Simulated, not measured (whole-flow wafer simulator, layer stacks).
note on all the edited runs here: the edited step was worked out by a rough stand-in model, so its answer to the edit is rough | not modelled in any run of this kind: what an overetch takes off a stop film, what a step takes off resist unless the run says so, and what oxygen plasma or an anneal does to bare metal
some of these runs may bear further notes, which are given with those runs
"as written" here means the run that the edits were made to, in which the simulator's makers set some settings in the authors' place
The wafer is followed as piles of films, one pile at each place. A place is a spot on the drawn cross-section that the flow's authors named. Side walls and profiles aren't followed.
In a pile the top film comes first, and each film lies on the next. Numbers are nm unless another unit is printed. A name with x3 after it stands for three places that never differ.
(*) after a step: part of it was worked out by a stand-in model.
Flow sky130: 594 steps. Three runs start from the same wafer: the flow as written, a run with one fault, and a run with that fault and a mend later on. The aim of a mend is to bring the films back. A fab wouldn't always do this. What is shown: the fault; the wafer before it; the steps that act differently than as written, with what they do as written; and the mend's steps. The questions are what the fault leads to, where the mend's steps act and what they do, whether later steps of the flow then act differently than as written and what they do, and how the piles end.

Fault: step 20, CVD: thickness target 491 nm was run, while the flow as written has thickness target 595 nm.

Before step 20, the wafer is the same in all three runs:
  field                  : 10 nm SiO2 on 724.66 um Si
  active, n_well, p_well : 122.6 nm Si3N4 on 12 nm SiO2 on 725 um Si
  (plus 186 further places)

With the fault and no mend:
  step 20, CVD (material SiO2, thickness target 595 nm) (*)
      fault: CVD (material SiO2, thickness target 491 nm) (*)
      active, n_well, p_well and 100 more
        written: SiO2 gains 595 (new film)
        fault: SiO2 gains 491 (new film)
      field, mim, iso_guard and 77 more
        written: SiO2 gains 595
        fault: SiO2 gains 491
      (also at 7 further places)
  Steps later in the flow that act otherwise than as written (102 more steps, not shown, differ only slightly: by at most 2% or 0.5 nm, whichever is larger):
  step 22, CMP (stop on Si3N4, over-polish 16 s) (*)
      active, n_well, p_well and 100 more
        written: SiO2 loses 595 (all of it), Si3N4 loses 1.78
        fault: SiO2 loses 491 (all of it), Si3N4 loses 1.78
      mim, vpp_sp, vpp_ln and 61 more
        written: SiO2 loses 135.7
        fault: SiO2 loses 31.7
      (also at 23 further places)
  The piles end only slightly different from the flow's at the places that both follow, by no more than 2% or 0.5 nm, whichever is larger.

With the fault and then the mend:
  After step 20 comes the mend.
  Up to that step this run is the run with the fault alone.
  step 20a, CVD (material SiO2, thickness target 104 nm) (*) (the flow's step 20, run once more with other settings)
      field, active, n_well and 187 more
        SiO2 gains 104
  Every later step of the flow that is run acts as written at every place that is followed.
  By the end, the piles equal the flow's at every place that both follow.
